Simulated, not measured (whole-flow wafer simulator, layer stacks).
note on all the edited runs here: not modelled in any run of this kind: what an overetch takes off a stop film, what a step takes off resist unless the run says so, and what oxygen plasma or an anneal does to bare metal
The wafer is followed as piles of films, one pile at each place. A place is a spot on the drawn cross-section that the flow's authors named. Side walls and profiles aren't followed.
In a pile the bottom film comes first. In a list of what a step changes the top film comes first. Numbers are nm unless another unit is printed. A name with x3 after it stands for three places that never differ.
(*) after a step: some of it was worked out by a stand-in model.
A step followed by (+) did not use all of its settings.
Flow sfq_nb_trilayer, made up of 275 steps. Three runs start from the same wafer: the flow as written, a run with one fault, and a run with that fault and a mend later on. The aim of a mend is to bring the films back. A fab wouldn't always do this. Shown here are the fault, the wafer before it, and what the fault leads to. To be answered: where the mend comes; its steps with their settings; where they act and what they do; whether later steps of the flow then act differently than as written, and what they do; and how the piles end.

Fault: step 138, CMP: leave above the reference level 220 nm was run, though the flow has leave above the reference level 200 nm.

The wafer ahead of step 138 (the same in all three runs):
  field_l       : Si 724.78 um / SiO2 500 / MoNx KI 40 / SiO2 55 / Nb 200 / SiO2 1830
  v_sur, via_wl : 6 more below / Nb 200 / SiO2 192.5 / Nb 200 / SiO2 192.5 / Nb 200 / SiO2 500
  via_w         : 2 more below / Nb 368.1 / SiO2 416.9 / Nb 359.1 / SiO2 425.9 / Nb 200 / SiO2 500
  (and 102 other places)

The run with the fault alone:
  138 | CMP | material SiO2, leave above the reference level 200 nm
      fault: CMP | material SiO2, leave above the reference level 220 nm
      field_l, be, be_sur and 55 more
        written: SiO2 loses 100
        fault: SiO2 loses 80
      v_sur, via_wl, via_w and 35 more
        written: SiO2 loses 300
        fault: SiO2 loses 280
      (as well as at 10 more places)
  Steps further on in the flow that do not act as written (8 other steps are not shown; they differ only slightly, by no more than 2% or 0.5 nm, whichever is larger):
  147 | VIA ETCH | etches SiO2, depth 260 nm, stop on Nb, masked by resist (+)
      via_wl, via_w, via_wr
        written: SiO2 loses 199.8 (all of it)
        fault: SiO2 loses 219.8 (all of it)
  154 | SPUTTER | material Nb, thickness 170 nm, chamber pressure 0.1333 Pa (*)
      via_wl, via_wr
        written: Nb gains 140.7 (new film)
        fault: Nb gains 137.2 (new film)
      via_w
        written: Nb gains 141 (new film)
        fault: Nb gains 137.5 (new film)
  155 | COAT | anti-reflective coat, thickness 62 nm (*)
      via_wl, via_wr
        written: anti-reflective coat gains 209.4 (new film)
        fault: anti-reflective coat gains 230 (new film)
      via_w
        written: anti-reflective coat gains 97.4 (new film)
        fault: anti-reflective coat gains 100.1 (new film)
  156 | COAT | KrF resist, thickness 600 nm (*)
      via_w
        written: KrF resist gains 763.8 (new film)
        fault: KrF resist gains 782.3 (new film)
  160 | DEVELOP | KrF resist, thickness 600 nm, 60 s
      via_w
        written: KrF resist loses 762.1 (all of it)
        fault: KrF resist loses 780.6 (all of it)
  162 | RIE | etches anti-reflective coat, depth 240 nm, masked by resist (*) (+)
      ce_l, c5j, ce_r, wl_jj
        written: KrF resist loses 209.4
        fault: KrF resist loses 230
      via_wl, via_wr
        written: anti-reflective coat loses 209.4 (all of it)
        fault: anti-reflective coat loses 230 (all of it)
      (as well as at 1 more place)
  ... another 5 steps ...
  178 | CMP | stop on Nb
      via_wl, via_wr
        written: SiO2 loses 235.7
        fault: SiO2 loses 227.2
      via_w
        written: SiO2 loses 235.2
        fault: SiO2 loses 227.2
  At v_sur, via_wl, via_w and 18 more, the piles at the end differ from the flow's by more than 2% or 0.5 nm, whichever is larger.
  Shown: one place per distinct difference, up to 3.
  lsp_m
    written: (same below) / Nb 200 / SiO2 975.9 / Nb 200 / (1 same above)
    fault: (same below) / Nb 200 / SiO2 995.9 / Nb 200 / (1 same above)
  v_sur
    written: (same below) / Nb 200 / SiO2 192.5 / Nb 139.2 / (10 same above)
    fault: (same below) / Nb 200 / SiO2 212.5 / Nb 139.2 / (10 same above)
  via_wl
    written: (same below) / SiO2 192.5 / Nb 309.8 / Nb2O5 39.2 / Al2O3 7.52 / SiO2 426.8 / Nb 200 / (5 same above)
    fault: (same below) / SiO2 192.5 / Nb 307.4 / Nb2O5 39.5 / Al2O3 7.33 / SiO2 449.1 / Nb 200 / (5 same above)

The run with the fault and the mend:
  The mend stands after step 139.
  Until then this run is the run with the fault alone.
  139a | CMP | material SiO2, leave above the reference level 200 nm (a further turn of the flow's step 138)
      field_l, v_sur, via_wl and 103 more
        SiO2 loses 20
  None of the later steps of the flow acts differently than as written at any place that is followed.
  The piles end the same as the flow's at every place that both follow.
